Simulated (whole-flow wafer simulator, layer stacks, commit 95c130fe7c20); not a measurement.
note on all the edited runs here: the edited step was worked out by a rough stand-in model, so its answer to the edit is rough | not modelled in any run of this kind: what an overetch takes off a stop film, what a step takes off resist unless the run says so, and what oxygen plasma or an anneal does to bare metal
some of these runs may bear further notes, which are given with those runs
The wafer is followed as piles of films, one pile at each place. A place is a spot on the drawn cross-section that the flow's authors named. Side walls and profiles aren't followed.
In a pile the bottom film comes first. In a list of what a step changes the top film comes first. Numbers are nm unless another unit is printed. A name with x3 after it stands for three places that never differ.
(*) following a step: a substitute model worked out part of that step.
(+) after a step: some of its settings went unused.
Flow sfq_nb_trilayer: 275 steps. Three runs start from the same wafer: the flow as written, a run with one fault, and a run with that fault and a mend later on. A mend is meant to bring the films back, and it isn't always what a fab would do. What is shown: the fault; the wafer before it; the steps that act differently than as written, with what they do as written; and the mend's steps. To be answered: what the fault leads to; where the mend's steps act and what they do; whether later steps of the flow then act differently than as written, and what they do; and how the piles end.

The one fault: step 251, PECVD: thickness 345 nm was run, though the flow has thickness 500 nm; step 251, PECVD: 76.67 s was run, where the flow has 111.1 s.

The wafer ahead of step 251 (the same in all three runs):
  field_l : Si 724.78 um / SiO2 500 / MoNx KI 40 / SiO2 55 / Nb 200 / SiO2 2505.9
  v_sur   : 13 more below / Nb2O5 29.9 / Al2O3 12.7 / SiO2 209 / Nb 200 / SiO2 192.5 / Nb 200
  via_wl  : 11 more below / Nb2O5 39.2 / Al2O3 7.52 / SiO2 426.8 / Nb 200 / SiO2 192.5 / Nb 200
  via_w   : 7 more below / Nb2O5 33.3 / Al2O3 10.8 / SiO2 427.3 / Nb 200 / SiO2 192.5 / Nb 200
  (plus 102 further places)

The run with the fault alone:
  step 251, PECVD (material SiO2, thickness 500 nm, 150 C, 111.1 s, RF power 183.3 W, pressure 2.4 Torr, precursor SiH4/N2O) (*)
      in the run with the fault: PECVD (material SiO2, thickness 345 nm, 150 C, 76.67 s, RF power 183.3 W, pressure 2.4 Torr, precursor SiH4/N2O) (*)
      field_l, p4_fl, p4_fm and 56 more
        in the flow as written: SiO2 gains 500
        in the run with the fault: SiO2 gains 345
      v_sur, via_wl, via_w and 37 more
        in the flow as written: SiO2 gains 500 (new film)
        in the run with the fault: SiO2 gains 345 (new film)
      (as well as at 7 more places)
  Steps further on in the flow that do not act as written (4 other steps are not shown; they differ only slightly, by no more than 2% or 0.5 nm, whichever is larger):
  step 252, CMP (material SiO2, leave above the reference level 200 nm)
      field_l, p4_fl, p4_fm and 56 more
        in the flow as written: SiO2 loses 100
        in the run with the fault: nothing
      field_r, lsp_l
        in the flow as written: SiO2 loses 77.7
        in the run with the fault: nothing
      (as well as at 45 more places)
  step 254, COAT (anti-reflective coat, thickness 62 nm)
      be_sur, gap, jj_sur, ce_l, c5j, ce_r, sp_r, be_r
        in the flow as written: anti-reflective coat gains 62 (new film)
        in the run with the fault: anti-reflective coat gains 59.5 (new film)
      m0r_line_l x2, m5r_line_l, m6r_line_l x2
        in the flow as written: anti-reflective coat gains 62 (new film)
        in the run with the fault: anti-reflective coat gains 63.5 (new film)
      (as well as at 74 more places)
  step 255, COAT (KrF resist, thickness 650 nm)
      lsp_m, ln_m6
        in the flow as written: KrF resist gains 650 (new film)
        in the run with the fault: KrF resist gains 633.2 (new film)
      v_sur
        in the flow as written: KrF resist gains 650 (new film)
        in the run with the fault: KrF resist gains 633.3 (new film)
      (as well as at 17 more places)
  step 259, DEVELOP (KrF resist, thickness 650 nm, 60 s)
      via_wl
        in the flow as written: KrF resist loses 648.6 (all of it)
        in the run with the fault: KrF resist loses 629.6 (all of it)
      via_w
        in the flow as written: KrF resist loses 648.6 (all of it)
        in the run with the fault: KrF resist loses 633 (all of it)
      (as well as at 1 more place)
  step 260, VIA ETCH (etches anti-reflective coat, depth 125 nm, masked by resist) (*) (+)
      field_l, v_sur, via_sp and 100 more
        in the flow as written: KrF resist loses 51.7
        in the run with the fault: KrF resist loses 49
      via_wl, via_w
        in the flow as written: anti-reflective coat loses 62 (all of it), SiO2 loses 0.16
        in the run with the fault: anti-reflective coat loses 58.8 (all of it), SiO2 loses 0.15
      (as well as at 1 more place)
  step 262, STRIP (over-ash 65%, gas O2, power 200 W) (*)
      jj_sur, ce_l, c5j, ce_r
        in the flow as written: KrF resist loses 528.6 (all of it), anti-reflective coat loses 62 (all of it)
        in the run with the fault: KrF resist loses 521.4 (all of it), anti-reflective coat loses 59.5 (all of it)
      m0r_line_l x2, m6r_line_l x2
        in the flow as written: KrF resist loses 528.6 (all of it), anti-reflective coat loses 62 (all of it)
        in the run with the fault: KrF resist loses 541.6 (all of it), anti-reflective coat loses 63.5 (all of it)
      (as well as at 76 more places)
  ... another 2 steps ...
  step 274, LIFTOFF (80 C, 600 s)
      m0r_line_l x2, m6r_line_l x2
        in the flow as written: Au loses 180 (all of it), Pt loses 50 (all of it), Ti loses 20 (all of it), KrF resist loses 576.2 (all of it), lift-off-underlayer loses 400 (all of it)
        in the run with the fault: Au loses 180 (all of it), Pt loses 50 (all of it), Ti loses 20 (all of it), KrF resist loses 580.5 (all of it), lift-off-underlayer loses 412.8 (all of it)
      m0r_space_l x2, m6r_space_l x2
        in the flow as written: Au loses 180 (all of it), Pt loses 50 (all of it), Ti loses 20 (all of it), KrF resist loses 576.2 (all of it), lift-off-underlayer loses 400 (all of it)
        in the run with the fault: Au loses 180 (all of it), Pt loses 50 (all of it), Ti loses 20 (all of it), KrF resist loses 577.3 (all of it), lift-off-underlayer loses 416.8 (all of it)
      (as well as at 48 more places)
  At via_v, field_r, lsp_l and 51 more, the piles at the end differ from the flow's by more than 2% or 0.5 nm, whichever is larger.
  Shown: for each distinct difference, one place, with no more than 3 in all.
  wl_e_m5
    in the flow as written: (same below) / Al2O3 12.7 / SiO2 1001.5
    in the run with the fault: (same below) / Al2O3 12.7 / SiO2 946.5
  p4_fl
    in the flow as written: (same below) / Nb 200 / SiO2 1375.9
    in the run with the fault: (same below) / Nb 200 / SiO2 1320.9
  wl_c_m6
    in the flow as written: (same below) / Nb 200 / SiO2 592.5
    in the run with the fault: (same below) / Nb 200 / SiO2 537.5

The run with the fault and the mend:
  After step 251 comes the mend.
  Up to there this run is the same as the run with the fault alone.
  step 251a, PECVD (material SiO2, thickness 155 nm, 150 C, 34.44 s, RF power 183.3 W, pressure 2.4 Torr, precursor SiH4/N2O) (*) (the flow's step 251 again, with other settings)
      field_l, v_sur, via_wl and 98 more
        SiO2 gains 155
      field_r, lsp_l
        SiO2 gains 148.9
      l0_sur, l0v
        SiO2 gains 151.6
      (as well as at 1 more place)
  Steps further on in the flow that do not act as written:
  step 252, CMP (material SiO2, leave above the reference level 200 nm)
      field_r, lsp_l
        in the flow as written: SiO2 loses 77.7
        in the run with the mend: SiO2 loses 79.7
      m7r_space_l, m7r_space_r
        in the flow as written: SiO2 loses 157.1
        in the run with the mend: SiO2 loses 100
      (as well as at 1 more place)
  At every place that both follow, the piles at the end match the flow's.
